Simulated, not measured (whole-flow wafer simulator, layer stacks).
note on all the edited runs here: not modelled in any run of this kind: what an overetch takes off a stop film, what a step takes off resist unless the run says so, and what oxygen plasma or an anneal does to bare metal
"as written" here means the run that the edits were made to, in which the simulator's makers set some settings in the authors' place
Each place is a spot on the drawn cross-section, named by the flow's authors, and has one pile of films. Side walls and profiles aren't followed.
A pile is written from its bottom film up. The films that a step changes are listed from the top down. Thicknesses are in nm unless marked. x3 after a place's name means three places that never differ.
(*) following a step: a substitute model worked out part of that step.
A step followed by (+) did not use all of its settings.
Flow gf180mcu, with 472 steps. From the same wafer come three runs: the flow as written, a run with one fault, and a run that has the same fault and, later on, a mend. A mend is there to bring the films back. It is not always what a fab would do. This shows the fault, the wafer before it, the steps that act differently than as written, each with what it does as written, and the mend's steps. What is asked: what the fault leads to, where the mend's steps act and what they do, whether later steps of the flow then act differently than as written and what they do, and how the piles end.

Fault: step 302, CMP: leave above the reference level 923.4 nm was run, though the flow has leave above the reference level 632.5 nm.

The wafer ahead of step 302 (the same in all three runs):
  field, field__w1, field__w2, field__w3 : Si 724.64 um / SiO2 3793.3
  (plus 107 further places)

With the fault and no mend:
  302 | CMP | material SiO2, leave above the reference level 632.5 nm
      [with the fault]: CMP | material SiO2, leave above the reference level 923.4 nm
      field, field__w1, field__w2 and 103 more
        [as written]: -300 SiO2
        [with the fault]: -9.1 SiO2
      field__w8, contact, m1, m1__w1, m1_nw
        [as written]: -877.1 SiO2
        [with the fault]: -586.2 SiO2
  Steps further on in the flow that do not act as written:
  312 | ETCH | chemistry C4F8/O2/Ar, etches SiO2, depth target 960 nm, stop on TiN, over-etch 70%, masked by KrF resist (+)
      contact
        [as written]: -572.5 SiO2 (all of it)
        [with the fault]: -863.4 SiO2 (all of it)
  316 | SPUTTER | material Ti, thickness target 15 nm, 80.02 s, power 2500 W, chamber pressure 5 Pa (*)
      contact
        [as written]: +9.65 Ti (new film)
        [with the fault]: +8.16 Ti (new film)
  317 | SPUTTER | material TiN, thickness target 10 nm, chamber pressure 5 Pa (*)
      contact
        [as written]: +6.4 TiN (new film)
        [with the fault]: +5.4 TiN (new film)
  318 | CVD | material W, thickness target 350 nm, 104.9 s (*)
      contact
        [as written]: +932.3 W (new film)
        [with the fault]: +1225.7 W (new film)
  The piles end different from the flow's at field, field__w1, field__w2 and 109 more by more than 2% or 0.5 nm, whichever is larger.
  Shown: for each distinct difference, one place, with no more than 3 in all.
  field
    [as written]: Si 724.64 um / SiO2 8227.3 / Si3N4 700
    [with the fault]: Si 724.64 um / SiO2 8518.2 / Si3N4 700
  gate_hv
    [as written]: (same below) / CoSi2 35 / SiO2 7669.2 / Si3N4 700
    [with the fault]: (same below) / CoSi2 35 / SiO2 7960.1 / Si3N4 700
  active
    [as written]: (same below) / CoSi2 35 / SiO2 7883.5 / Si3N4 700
    [with the fault]: (same below) / CoSi2 35 / SiO2 8174.4 / Si3N4 700

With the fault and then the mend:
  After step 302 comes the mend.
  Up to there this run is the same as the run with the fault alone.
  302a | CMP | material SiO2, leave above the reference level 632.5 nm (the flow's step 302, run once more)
      field, field__w1, field__w2 and 108 more
        -290.9 SiO2
  Later steps of the flow that are run all act as written at every place that is followed.
  By the end, the piles equal the flow's at every place that both follow.
